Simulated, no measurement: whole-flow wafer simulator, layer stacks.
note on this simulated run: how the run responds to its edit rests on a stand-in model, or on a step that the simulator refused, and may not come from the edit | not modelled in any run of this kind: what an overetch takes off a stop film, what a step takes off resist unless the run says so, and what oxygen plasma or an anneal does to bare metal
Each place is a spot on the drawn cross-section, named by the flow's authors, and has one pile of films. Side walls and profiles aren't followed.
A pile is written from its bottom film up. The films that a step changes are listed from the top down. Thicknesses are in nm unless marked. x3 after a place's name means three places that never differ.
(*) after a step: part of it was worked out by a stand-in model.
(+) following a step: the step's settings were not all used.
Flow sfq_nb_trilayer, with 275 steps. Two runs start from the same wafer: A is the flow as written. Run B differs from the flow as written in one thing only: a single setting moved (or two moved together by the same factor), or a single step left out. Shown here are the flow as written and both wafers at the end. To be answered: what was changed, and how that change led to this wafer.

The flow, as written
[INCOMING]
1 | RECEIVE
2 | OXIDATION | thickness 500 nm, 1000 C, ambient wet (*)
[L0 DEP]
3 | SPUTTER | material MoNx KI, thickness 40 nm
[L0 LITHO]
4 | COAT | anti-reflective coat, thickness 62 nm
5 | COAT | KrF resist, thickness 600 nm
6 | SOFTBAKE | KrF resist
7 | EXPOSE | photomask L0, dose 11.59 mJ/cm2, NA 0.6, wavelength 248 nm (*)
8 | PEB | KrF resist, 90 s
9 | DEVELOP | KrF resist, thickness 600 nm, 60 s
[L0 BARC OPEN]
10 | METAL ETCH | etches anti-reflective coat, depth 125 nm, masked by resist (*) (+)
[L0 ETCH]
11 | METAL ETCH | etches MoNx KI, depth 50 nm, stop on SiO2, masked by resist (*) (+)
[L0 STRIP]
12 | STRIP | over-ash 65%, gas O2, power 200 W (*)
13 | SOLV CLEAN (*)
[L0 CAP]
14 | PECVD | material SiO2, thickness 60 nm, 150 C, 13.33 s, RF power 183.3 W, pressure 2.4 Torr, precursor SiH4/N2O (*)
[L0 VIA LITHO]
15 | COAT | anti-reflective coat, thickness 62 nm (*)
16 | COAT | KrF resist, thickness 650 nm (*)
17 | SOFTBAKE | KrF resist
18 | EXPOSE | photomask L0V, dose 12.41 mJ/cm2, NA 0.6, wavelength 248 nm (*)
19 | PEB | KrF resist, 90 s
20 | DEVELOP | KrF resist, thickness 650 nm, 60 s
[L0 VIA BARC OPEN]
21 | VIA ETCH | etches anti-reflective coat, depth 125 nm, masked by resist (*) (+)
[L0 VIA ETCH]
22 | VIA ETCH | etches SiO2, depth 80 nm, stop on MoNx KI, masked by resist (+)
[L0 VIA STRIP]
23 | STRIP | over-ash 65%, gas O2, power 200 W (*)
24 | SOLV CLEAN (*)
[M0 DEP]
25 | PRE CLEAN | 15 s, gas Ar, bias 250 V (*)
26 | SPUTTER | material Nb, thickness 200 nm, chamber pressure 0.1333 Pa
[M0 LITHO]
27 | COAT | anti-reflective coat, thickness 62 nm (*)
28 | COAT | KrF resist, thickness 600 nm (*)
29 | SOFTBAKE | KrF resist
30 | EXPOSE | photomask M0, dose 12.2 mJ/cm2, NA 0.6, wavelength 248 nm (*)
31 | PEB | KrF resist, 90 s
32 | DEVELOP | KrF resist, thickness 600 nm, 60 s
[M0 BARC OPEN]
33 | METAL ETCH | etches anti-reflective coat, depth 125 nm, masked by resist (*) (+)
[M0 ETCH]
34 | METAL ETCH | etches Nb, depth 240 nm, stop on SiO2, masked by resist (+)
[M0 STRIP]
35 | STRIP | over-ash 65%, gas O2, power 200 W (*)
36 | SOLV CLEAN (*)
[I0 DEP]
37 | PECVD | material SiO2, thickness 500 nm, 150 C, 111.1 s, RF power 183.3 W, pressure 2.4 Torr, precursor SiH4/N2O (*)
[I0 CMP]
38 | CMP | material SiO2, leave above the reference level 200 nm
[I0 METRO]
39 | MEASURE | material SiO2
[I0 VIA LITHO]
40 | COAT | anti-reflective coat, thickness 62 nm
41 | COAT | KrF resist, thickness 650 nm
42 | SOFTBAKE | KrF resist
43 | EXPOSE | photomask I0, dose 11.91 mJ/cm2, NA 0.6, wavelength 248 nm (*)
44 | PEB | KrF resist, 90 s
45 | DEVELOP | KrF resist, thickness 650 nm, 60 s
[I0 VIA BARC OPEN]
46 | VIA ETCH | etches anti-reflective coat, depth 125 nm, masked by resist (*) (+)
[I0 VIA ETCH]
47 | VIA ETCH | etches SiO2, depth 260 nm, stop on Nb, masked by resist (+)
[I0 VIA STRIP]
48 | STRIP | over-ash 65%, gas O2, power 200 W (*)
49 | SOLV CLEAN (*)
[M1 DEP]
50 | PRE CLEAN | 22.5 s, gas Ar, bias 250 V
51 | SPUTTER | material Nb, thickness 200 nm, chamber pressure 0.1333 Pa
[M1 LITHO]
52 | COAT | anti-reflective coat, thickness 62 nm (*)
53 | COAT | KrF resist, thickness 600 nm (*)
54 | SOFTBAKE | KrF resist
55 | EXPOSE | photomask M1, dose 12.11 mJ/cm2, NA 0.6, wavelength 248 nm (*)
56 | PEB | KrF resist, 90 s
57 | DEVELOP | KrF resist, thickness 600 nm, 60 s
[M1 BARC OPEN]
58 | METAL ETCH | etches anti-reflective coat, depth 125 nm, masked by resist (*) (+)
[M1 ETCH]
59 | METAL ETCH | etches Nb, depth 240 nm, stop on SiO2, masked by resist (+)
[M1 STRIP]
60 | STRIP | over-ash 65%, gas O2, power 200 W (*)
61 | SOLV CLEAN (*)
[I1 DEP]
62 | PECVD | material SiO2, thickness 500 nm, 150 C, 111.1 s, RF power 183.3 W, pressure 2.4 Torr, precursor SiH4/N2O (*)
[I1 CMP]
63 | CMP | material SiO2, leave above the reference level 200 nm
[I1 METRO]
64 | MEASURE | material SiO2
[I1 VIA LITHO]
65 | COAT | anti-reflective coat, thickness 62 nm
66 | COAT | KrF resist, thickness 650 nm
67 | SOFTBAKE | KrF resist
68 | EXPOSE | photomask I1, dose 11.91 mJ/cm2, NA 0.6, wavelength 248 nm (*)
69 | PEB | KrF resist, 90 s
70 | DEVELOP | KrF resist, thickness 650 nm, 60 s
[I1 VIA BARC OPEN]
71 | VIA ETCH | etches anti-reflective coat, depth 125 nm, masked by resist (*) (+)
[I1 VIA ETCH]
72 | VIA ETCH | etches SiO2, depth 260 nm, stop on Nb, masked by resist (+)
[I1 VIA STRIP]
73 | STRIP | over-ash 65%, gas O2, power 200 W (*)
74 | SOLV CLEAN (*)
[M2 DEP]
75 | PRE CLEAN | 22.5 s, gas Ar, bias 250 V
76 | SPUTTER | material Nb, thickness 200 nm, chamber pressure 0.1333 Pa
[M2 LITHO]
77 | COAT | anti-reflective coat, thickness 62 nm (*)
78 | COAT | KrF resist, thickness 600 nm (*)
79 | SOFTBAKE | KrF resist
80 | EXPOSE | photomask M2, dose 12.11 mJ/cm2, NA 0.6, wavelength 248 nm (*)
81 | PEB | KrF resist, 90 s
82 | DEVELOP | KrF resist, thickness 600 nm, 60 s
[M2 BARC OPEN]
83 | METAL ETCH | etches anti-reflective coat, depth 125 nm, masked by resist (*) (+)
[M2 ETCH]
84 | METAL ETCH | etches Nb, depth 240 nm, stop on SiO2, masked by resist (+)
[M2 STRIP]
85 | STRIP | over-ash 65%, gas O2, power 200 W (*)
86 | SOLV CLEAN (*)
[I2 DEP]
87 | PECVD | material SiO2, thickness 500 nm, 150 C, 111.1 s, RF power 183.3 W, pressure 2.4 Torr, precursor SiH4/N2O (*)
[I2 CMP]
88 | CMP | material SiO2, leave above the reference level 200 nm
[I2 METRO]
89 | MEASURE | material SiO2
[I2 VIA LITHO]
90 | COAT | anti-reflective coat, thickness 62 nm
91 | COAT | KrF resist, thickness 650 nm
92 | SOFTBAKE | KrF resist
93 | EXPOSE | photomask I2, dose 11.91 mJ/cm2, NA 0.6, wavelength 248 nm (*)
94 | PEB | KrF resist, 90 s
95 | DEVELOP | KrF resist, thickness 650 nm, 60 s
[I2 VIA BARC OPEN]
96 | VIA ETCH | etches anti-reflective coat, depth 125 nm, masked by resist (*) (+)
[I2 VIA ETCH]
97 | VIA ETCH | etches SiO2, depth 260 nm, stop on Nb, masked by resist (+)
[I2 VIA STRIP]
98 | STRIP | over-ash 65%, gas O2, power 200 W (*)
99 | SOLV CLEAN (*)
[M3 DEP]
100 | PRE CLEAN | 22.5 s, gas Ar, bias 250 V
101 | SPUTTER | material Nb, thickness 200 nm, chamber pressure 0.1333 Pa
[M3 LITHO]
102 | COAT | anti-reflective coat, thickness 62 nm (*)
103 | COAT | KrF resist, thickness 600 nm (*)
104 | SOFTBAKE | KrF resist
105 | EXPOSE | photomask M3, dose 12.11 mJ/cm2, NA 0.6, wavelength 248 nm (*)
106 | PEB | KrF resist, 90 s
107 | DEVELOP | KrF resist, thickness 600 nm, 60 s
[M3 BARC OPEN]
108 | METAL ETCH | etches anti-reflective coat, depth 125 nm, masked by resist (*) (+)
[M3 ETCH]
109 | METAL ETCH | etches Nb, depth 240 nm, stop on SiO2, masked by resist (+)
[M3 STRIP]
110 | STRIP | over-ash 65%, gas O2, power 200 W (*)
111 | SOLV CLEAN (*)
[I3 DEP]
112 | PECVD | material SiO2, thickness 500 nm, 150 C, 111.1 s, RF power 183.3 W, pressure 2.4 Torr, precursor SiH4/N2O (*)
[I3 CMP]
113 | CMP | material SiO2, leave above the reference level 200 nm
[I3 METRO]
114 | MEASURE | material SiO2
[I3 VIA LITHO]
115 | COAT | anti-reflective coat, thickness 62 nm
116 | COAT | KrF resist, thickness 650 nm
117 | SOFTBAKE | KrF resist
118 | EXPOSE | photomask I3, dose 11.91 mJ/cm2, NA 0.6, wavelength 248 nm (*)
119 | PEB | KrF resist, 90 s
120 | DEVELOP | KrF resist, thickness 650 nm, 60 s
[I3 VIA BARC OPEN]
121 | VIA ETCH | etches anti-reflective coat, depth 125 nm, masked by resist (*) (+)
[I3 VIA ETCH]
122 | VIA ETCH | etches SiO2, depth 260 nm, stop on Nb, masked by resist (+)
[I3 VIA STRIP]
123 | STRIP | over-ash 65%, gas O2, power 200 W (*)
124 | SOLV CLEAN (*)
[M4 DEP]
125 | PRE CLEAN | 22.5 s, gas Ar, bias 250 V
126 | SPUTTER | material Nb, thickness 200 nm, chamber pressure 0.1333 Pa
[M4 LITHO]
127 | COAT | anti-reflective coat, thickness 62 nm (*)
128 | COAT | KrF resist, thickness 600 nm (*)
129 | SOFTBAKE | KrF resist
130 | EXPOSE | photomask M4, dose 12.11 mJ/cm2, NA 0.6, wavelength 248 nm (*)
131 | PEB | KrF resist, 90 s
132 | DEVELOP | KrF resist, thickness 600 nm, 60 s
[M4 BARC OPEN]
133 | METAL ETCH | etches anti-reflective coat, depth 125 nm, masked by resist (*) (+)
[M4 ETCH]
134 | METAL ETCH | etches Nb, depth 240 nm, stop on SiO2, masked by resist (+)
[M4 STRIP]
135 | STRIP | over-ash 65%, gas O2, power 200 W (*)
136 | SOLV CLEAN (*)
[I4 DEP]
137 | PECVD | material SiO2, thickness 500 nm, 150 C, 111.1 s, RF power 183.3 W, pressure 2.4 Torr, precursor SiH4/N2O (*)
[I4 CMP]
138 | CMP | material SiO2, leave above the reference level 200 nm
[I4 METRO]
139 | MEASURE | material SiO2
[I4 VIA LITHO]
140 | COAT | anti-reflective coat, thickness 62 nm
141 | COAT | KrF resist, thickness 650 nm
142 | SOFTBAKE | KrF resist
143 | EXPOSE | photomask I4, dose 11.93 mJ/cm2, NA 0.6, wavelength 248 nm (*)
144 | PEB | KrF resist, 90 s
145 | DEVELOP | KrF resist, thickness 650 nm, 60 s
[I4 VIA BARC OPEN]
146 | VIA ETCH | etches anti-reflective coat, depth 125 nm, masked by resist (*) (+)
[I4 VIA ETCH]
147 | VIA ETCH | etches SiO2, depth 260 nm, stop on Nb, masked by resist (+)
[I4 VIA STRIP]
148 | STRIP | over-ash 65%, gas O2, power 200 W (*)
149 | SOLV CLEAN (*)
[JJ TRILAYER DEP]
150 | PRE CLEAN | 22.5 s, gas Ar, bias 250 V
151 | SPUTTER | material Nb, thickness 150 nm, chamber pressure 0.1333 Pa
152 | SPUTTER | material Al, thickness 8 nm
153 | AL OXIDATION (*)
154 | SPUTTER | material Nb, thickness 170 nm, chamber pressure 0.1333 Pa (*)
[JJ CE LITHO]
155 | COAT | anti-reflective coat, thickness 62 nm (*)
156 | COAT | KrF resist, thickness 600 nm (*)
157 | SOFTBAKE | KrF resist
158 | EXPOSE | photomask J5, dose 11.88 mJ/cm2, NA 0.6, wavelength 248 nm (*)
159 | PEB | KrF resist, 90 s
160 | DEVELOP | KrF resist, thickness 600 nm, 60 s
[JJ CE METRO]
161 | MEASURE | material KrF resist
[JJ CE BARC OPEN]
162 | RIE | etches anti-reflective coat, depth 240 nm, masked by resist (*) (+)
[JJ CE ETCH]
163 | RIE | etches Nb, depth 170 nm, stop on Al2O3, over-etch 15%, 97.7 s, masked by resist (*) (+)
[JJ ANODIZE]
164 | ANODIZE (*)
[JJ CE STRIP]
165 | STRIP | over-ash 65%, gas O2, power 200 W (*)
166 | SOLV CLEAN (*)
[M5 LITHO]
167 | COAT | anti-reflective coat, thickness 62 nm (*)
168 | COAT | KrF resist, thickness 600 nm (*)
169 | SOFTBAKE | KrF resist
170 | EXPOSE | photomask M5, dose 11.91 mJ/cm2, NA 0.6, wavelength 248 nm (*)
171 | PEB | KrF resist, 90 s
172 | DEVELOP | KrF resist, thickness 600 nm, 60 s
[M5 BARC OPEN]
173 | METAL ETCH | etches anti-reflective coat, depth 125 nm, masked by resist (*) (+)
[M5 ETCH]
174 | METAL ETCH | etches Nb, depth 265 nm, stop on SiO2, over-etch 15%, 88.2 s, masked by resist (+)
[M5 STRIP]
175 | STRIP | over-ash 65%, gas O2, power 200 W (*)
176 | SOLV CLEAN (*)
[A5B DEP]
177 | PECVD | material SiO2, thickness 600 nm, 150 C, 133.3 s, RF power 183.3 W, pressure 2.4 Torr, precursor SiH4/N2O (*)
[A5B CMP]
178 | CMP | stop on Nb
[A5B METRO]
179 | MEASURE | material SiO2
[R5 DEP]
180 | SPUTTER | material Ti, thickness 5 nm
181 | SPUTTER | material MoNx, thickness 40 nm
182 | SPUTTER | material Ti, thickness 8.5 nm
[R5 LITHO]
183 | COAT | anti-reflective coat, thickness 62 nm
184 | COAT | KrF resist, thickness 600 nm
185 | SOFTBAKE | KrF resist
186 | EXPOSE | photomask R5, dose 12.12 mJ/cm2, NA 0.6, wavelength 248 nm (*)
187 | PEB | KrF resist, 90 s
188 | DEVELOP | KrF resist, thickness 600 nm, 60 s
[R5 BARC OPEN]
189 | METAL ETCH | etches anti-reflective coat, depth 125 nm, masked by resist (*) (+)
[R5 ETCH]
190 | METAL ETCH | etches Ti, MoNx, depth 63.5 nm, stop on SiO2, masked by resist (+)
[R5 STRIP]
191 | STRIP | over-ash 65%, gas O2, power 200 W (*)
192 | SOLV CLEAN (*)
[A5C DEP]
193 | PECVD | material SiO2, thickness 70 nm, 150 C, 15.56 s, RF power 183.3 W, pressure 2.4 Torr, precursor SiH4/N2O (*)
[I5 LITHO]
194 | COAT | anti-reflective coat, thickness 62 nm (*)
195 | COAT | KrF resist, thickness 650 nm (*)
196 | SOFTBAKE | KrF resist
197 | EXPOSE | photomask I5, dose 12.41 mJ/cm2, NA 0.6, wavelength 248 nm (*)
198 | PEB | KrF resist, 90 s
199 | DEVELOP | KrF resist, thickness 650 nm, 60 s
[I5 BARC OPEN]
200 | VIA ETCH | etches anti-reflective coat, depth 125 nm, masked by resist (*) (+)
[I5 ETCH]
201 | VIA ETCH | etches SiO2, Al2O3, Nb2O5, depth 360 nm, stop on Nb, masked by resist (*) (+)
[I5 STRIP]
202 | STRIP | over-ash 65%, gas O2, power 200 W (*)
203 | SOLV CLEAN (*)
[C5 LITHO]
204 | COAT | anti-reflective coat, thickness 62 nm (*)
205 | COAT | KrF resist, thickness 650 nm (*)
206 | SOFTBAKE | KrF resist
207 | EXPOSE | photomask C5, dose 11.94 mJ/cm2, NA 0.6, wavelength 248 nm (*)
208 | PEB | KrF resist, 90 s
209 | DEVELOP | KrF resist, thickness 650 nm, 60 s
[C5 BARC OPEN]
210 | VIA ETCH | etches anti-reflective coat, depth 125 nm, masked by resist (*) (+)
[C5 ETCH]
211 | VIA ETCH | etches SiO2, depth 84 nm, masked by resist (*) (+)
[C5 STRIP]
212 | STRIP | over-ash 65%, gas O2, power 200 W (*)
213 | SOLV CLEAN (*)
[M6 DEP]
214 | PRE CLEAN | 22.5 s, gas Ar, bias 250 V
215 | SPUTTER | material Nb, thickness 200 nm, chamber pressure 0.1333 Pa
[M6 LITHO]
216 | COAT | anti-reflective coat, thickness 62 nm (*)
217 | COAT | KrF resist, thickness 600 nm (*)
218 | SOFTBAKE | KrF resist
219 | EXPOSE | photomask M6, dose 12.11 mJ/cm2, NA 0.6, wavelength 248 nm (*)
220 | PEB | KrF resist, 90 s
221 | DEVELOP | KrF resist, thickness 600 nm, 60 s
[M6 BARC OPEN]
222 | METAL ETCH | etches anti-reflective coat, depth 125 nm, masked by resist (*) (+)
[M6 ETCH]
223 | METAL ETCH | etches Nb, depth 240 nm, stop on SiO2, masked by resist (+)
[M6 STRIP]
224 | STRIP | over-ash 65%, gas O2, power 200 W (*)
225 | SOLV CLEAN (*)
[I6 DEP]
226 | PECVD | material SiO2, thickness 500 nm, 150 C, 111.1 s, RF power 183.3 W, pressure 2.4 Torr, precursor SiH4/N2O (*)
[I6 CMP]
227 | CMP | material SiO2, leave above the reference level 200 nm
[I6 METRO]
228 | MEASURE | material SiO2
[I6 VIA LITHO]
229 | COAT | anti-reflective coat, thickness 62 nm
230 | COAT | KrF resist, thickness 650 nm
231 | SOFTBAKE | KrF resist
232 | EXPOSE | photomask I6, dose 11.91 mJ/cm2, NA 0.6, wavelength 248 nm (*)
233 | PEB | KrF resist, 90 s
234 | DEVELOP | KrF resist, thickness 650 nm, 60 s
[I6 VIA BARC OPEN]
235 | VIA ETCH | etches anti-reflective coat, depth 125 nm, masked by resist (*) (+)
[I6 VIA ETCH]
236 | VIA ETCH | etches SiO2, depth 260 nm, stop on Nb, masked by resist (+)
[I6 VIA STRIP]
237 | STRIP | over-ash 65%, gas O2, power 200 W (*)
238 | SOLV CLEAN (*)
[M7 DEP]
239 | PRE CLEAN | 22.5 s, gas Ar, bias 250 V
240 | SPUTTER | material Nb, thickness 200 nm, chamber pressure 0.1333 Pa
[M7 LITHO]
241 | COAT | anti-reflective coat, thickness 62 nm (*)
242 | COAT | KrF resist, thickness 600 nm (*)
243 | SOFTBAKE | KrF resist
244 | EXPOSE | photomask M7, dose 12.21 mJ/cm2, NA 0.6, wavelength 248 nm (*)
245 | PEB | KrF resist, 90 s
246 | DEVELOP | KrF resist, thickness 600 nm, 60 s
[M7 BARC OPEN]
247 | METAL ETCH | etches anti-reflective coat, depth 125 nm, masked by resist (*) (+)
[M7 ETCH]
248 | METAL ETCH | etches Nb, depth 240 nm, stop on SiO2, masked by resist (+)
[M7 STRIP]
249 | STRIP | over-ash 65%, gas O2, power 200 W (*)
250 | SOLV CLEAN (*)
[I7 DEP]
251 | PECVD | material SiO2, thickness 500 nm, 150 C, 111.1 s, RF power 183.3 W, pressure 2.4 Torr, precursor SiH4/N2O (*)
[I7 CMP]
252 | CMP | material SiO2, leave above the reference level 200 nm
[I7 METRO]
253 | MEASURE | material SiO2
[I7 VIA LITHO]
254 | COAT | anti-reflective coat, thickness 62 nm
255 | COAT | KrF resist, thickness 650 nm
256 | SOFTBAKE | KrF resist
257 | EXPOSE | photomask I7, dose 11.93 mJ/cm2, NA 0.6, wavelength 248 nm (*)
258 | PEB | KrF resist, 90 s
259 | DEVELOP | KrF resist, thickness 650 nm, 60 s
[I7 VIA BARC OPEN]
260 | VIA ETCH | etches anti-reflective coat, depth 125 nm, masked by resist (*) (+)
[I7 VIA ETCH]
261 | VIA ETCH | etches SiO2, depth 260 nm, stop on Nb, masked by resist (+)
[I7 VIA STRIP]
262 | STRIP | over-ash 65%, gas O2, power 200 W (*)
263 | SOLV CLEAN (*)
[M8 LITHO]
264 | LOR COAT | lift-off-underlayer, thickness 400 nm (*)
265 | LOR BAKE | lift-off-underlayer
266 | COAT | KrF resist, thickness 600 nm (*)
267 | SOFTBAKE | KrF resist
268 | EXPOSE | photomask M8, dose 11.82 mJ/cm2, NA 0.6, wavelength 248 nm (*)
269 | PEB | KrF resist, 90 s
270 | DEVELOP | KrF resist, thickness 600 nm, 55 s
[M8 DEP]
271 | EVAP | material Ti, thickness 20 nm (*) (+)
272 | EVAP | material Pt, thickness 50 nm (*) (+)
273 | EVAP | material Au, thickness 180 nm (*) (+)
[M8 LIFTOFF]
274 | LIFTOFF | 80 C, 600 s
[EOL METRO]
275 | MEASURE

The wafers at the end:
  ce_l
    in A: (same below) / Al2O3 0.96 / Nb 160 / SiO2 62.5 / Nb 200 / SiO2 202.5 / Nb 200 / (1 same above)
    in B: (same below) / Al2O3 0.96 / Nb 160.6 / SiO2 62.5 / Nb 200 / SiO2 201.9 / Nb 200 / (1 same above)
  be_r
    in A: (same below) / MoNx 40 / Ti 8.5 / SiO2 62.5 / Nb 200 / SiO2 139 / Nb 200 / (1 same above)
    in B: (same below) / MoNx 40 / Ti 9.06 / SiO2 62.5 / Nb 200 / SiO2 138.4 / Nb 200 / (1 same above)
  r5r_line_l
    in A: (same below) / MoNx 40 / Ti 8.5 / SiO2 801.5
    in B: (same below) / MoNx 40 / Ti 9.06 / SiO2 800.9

The reason: step 182, SPUTTER: thickness 9.061 nm was run, whereas the flow has thickness 8.5 nm.
The wafer lets one read it off: be_r has Ti 9.06, and step 182 as written asks for 8.5 nm.

Step by step, how the change led to this:
  182 | SPUTTER | material Ti, thickness 8.5 nm
      field_l, v_sur, via_wl and 103 more: A +8.5 Ti (new film) | B +9.06 Ti (new film)
  190 | METAL ETCH | etches Ti, MoNx, depth 63.5 nm, stop on SiO2, masked by resist (+)
      field_l, v_sur, via_wl and 92 more: A -8.5 Ti (all of it), -40 MoNx (all of it), -5 Ti (all of it) | B -9.06 Ti (all of it), -40 MoNx (all of it), -5 Ti (all of it)
      ce_l, c5j, ce_r, wl_jj: A -8.5 Ti (all of it), -40 MoNx (all of it), -5 Ti (all of it), -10 Nb | B -9.06 Ti (all of it), -40 MoNx (all of it), -5 Ti (all of it), -9.44 Nb
